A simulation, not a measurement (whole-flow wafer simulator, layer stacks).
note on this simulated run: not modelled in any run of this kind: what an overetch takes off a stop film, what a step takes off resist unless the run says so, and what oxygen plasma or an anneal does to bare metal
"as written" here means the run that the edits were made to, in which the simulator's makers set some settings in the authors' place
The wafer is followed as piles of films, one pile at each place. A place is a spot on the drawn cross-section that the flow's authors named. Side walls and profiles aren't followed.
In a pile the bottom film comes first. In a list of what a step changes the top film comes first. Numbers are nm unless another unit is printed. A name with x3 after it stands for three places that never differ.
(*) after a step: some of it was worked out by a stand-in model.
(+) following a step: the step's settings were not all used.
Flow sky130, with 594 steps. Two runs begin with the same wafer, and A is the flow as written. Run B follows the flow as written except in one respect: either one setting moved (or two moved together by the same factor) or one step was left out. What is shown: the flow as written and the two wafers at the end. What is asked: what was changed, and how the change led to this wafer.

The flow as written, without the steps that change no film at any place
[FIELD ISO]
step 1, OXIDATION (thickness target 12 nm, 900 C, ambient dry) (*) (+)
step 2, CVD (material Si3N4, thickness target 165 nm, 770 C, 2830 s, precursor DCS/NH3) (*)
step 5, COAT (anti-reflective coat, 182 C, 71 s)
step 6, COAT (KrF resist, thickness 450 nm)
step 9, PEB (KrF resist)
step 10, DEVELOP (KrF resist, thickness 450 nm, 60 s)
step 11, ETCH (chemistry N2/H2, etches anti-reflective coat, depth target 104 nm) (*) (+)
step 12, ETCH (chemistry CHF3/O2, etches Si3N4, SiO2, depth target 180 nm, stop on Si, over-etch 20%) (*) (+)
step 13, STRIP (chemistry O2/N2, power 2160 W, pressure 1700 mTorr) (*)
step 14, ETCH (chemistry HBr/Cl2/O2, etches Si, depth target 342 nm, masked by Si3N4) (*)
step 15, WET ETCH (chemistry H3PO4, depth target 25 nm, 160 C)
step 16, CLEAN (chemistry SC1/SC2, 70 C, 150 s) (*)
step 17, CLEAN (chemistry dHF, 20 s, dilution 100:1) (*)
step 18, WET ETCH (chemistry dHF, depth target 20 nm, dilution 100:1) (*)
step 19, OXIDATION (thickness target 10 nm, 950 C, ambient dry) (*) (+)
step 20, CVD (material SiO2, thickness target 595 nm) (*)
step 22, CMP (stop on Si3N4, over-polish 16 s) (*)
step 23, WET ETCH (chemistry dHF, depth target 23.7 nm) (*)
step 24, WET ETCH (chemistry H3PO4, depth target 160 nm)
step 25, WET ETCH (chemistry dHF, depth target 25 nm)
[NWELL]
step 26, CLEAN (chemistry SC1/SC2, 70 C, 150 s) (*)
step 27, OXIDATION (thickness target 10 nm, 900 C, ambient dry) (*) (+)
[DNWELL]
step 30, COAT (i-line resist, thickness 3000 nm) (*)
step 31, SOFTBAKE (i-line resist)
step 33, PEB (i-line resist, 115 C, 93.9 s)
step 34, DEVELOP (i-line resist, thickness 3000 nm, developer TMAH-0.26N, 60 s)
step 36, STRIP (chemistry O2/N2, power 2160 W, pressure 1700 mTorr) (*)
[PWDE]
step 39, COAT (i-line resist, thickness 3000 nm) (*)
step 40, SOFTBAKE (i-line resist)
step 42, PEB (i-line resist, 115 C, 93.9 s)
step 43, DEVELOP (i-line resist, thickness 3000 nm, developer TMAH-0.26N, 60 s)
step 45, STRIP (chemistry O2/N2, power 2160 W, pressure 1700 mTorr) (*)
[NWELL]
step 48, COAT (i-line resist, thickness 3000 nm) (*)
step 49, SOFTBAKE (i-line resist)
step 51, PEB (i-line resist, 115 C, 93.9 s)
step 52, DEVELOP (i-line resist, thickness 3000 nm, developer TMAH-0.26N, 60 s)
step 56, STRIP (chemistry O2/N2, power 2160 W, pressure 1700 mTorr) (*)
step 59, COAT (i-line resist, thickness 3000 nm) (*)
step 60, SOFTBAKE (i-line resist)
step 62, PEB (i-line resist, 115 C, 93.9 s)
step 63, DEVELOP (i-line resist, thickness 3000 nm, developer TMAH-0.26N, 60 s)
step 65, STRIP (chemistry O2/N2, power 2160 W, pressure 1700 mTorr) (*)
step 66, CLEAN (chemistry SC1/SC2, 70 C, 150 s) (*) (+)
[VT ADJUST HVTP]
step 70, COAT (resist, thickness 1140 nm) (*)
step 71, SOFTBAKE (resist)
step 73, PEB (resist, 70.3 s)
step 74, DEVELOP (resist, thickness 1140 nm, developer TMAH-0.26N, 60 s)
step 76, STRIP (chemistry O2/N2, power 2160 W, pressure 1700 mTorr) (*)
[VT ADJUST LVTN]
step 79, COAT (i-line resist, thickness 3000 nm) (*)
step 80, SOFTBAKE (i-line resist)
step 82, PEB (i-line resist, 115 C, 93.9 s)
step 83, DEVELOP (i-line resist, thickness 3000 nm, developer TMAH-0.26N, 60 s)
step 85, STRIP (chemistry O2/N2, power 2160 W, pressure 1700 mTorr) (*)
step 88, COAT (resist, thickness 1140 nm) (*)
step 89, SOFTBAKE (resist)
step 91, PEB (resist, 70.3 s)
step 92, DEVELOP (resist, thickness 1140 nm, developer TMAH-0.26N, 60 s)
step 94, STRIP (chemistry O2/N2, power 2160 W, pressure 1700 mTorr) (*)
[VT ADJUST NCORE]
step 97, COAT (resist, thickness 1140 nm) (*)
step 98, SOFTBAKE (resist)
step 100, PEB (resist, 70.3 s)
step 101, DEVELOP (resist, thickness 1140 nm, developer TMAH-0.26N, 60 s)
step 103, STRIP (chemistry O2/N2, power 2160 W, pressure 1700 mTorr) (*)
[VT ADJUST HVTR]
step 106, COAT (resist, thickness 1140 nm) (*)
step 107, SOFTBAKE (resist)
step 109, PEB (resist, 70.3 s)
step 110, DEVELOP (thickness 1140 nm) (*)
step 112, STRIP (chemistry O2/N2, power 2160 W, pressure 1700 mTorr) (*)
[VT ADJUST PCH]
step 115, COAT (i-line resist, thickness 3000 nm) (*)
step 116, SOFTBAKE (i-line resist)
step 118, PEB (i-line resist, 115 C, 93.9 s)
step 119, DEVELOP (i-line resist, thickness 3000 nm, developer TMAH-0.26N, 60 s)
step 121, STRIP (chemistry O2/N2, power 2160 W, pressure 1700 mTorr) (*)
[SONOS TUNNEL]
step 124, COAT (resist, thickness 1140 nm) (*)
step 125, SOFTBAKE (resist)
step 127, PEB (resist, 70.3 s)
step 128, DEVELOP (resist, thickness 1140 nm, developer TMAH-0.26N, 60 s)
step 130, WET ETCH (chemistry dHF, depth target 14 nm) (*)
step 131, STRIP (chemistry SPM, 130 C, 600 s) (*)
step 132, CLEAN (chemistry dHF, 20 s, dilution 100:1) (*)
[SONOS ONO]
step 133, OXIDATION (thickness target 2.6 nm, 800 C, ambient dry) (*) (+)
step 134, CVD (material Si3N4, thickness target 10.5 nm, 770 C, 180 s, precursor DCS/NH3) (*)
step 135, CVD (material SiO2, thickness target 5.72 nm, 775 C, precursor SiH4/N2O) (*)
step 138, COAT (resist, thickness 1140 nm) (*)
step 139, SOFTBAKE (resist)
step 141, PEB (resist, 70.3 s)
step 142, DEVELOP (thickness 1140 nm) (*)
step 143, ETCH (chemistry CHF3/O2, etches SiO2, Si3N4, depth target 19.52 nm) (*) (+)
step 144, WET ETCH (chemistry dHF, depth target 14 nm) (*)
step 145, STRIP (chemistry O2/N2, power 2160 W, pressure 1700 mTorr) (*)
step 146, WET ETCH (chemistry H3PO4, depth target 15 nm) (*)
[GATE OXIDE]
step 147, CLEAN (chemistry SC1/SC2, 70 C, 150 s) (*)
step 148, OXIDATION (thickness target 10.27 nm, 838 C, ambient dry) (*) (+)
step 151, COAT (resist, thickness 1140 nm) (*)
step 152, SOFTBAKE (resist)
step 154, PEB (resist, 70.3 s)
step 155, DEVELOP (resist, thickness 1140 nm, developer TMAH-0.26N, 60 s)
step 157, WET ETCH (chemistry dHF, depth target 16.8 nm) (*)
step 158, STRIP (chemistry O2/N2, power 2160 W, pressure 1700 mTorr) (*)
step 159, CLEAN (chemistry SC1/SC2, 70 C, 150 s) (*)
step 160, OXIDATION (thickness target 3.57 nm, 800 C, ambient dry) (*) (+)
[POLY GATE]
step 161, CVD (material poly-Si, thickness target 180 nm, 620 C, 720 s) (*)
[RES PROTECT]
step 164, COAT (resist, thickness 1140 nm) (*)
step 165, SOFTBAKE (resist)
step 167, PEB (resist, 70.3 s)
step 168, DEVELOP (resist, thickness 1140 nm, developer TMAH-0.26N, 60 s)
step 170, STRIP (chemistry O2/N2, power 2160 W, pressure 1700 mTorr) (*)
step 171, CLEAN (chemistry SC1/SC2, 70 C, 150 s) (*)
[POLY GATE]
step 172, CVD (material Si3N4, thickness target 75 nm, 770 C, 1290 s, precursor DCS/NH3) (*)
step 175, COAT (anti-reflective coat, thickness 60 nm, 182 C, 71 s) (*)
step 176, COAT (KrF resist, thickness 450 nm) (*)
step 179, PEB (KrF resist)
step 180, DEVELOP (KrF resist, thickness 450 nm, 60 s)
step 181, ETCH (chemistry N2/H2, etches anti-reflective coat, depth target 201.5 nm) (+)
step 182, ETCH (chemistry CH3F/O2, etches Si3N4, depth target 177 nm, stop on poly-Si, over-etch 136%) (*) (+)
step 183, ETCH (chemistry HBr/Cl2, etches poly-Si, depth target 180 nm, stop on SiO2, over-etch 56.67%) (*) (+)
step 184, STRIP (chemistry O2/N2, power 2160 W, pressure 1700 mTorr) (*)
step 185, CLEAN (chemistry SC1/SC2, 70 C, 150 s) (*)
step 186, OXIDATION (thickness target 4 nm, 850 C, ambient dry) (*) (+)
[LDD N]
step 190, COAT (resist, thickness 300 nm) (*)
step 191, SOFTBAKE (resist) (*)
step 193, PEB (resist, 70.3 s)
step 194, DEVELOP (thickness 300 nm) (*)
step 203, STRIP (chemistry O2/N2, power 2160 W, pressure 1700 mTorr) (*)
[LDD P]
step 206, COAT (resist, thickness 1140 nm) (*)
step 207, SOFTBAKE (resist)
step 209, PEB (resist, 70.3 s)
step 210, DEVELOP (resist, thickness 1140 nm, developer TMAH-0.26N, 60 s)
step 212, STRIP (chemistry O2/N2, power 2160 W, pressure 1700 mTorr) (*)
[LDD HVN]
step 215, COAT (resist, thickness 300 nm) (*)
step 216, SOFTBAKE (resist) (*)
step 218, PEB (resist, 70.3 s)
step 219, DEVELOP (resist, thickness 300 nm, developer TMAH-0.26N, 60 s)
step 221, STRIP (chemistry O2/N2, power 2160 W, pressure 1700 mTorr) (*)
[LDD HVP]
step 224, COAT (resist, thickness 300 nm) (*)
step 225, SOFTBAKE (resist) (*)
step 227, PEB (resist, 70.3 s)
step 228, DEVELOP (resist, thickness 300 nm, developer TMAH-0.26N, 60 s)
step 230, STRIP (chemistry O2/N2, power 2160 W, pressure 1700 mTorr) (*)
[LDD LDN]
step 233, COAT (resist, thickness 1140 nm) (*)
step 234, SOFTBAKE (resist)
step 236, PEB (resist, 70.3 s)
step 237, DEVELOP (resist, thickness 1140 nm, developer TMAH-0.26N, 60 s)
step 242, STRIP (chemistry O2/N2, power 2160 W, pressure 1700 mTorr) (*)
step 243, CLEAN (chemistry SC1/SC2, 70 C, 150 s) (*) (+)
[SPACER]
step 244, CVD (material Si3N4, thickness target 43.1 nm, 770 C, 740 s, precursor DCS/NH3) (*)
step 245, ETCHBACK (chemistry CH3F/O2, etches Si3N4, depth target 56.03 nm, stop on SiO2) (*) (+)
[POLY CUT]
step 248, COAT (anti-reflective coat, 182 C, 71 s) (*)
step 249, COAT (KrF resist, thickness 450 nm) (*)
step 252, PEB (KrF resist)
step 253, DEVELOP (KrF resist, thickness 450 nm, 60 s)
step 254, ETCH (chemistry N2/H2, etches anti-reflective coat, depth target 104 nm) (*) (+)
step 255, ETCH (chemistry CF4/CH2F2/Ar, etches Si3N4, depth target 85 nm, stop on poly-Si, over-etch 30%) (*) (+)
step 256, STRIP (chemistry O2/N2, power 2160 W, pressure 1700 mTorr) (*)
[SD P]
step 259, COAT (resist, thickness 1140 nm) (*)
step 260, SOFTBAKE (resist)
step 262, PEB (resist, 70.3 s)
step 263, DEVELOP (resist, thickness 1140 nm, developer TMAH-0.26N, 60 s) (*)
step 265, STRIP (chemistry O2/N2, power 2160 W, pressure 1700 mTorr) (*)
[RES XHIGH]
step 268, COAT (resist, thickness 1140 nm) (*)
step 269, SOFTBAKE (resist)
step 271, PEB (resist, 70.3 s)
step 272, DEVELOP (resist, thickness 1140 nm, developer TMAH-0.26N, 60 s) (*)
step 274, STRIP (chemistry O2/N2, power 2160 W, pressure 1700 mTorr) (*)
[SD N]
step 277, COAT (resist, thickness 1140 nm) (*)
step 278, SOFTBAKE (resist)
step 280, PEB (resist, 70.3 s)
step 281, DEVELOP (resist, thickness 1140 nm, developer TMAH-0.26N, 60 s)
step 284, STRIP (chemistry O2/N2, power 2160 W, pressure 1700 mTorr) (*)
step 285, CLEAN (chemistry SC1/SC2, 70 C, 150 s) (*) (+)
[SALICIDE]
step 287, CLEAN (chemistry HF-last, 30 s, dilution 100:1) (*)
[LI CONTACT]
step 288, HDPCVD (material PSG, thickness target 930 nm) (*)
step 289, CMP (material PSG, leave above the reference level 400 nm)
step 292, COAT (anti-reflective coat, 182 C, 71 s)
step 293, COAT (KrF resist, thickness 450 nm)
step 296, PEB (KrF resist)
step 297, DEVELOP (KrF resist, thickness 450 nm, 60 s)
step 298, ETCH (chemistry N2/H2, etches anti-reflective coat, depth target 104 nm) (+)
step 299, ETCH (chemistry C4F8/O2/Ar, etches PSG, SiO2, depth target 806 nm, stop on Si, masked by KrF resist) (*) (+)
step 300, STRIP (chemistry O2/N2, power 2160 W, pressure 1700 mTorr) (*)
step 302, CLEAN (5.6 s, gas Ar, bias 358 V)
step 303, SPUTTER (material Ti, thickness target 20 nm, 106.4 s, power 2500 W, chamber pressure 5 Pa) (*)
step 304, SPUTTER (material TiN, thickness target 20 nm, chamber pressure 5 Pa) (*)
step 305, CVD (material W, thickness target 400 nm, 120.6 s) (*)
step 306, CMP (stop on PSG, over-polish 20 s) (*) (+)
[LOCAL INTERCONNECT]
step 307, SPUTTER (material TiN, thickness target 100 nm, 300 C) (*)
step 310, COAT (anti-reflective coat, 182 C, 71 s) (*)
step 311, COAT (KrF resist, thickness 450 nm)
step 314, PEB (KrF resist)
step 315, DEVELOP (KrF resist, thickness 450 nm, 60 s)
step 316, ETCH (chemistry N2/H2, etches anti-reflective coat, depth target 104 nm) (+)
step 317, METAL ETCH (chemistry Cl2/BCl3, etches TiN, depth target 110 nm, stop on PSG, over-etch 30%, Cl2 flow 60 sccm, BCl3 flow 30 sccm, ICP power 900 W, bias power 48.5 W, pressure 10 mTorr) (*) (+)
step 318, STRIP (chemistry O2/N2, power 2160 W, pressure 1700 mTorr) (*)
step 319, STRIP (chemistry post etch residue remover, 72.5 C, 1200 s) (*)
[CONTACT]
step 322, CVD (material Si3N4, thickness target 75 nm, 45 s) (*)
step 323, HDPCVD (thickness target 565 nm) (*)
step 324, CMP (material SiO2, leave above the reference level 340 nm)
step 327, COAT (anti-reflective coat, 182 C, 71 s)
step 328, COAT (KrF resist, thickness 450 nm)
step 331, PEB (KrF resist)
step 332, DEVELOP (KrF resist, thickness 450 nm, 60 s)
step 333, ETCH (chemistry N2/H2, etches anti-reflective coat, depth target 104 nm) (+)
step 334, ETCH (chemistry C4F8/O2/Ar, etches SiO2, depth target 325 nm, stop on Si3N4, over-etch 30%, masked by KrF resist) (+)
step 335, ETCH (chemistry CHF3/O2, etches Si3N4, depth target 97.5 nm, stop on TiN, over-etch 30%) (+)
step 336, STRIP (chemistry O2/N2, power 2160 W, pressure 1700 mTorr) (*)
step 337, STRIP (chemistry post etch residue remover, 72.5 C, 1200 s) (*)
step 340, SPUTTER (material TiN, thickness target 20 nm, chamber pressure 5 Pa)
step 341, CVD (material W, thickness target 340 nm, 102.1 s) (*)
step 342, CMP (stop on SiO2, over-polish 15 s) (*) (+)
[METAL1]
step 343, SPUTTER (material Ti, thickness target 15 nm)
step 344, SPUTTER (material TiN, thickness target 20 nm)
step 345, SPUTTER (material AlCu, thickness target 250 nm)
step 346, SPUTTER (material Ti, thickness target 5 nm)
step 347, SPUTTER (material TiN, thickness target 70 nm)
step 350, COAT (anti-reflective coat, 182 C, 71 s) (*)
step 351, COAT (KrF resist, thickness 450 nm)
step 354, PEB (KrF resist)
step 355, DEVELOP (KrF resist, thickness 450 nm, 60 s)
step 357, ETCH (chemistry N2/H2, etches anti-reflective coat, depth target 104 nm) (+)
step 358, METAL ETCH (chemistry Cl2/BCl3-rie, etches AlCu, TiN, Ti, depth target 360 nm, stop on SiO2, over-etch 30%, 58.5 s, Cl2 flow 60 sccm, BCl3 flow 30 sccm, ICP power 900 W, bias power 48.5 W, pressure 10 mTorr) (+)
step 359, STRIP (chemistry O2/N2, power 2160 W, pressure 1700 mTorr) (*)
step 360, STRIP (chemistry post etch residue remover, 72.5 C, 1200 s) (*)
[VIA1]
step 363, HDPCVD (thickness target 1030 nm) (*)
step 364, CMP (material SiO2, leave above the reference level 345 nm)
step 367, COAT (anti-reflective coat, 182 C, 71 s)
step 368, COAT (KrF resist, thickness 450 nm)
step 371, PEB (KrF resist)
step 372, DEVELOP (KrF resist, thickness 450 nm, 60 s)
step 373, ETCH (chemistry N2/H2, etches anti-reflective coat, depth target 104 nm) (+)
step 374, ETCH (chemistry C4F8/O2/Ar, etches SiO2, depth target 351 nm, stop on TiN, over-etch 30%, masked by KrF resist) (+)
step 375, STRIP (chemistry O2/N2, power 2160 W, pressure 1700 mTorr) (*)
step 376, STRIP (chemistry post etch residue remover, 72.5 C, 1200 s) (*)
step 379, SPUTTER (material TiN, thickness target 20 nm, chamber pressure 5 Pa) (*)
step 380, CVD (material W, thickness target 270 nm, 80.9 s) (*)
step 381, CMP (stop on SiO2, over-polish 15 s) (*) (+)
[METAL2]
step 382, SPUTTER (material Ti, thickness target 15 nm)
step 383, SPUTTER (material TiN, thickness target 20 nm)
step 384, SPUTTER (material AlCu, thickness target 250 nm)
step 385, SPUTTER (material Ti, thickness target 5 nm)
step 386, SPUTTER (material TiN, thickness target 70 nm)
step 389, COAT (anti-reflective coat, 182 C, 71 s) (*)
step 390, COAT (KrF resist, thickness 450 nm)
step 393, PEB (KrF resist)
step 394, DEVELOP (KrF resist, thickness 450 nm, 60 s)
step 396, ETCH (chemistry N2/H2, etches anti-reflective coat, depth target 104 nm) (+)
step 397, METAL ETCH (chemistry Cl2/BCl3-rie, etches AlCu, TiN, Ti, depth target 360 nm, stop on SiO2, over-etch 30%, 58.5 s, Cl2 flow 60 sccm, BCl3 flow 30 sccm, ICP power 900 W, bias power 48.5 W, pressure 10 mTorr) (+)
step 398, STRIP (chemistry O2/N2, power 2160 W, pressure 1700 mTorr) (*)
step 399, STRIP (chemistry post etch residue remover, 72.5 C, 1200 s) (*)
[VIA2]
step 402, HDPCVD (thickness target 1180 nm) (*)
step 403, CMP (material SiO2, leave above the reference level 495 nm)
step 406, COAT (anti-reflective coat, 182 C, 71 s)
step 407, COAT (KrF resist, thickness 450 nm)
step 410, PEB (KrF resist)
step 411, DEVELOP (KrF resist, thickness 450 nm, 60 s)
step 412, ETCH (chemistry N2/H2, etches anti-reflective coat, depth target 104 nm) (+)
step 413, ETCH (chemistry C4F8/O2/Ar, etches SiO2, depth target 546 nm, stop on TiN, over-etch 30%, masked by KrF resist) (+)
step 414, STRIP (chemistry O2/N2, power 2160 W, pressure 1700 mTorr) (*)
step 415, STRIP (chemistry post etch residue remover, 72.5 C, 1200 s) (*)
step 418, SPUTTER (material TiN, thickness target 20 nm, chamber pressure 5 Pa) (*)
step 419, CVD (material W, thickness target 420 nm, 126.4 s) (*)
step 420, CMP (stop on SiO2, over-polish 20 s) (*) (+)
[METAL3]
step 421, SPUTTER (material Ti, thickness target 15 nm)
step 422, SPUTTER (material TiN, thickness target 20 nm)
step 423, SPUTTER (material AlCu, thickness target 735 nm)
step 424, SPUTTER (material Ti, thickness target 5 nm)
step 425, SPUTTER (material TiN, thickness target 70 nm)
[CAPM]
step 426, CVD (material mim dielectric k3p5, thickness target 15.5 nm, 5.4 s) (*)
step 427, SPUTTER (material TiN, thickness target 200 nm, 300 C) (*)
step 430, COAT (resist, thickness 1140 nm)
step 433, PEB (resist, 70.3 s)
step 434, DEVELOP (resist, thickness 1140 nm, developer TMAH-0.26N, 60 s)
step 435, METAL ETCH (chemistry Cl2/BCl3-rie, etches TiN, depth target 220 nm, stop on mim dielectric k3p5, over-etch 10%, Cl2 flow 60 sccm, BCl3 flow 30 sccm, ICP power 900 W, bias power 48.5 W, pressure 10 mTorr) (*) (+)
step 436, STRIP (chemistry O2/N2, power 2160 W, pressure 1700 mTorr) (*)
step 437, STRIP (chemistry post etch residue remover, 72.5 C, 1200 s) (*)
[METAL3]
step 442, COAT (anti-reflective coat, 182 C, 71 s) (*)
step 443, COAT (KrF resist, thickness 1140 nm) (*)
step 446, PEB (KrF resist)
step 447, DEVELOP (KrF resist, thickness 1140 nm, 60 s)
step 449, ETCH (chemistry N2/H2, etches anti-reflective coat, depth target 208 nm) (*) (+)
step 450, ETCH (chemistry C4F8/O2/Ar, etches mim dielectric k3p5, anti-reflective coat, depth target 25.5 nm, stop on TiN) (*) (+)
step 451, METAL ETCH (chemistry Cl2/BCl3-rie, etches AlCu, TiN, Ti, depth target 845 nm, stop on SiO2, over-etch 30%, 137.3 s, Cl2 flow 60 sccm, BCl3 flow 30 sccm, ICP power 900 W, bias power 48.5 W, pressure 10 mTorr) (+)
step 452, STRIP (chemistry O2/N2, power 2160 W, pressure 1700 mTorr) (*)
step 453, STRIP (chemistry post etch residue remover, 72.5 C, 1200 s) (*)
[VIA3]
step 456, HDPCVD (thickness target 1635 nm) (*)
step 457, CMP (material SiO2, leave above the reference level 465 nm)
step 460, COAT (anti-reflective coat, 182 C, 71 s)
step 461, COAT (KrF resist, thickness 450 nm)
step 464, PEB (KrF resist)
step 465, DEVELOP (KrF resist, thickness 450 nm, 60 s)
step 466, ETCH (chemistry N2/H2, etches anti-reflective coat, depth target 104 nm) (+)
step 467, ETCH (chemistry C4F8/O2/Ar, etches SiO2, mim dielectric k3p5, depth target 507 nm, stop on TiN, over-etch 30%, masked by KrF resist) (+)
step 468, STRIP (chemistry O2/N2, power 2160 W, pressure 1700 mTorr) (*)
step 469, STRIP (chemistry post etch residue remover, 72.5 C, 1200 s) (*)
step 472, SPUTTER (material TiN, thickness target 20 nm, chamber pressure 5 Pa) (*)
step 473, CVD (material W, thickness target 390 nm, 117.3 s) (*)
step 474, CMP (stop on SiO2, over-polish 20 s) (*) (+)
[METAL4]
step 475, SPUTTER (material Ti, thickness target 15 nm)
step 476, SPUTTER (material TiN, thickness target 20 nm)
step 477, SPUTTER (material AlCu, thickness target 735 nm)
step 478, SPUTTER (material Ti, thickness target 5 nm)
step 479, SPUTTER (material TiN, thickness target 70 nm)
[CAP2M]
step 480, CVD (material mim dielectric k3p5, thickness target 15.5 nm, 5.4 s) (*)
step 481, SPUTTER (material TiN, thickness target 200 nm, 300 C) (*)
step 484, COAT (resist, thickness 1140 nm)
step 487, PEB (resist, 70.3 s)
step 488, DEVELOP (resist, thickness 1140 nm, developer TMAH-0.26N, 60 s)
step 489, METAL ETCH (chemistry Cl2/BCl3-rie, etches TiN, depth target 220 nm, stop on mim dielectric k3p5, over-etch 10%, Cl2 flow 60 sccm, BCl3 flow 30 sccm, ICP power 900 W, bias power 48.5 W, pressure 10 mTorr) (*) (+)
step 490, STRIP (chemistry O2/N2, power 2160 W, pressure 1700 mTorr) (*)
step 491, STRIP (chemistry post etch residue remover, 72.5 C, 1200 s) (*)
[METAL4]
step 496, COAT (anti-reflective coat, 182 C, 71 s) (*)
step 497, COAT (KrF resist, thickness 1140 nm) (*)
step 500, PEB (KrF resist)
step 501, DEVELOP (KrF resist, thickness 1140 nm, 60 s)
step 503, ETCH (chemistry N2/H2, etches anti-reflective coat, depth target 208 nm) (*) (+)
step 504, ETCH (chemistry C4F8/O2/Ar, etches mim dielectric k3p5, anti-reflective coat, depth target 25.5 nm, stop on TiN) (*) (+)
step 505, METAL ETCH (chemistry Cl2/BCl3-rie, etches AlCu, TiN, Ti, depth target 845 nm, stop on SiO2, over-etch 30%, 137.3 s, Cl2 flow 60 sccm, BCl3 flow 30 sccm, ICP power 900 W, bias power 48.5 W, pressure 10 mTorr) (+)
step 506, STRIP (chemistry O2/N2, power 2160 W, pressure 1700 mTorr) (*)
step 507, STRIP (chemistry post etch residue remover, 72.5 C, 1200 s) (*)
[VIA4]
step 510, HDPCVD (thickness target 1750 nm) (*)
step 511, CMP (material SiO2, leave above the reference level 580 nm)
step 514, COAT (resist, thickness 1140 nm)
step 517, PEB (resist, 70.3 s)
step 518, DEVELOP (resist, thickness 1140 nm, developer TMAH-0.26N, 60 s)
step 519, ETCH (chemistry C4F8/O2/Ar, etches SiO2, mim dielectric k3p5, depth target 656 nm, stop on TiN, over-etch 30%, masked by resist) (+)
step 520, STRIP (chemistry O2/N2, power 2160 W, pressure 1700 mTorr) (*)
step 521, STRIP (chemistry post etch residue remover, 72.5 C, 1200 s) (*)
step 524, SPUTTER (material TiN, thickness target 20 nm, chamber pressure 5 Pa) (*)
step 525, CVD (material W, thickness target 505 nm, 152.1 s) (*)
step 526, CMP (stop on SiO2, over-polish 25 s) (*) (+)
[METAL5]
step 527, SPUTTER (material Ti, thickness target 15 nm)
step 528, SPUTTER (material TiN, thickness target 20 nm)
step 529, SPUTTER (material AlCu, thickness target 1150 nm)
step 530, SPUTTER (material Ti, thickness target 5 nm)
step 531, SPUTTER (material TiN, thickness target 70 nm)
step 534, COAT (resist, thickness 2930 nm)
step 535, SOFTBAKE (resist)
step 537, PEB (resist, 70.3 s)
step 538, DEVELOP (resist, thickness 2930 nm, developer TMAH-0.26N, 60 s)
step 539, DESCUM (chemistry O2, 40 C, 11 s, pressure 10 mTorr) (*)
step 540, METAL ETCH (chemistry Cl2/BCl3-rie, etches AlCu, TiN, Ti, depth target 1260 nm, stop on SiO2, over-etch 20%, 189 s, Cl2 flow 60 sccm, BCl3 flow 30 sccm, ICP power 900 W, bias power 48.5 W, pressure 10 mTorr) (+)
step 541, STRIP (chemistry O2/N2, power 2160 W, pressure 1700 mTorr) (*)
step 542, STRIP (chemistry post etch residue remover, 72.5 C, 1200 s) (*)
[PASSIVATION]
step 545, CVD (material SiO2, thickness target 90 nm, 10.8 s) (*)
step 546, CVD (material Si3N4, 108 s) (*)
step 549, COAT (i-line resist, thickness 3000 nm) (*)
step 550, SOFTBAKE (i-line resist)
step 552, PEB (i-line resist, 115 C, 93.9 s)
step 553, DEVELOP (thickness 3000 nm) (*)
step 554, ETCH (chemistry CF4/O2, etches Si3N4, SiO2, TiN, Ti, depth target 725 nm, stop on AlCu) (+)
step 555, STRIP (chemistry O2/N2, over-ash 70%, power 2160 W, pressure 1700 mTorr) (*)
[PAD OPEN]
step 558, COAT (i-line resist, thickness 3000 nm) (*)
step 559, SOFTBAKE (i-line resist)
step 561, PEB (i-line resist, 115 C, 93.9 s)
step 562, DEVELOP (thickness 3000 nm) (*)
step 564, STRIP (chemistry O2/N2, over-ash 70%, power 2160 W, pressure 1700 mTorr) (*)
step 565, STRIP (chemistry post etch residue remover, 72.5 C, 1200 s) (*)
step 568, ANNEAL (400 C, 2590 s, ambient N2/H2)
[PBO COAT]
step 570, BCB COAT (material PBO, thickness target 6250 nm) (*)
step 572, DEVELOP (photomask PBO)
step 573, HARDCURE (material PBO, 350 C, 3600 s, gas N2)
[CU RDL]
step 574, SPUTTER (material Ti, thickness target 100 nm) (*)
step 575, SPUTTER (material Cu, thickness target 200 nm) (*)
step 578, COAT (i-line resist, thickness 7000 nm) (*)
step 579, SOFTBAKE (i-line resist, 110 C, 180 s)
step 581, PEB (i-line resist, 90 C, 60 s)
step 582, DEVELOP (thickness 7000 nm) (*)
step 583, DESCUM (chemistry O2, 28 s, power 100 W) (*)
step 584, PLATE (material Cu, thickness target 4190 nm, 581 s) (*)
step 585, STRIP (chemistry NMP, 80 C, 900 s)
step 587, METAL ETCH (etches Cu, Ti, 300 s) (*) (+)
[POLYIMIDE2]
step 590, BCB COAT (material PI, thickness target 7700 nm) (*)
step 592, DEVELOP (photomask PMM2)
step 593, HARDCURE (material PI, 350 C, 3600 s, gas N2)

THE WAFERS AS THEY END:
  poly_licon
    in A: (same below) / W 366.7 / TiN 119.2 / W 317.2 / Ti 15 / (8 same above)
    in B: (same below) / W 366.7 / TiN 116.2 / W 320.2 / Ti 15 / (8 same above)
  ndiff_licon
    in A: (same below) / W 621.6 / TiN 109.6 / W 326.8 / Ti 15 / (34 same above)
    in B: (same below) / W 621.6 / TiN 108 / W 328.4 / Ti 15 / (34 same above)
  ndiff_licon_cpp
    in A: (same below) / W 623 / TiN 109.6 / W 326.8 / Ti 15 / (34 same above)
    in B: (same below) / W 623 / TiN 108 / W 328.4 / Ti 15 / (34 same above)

Cause: step 340, SPUTTER: thickness target 17 nm was run, whereas the flow has thickness target 20 nm.

How this came from the change, step by step:
  step 340, SPUTTER (material TiN, thickness target 20 nm, chamber pressure 5 Pa)
      field, active, n_well and 184 more: A +20 TiN (new film) | B +17 TiN (new film)
      ndiff_licon_cpp, rpo_hd_licon: A +10.4 TiN | B +8.87 TiN
      (and at 2 other places as well)
  step 342, CMP (stop on SiO2, over-polish 15 s) (*) (+)
      field, active, n_well and 184 more: A -340 W (all of it), -20 TiN (all of it), -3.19 SiO2 | B -340 W (all of it), -17 TiN (all of it), -3.19 SiO2
      poly_licon: A -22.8 W | B -19.8 W
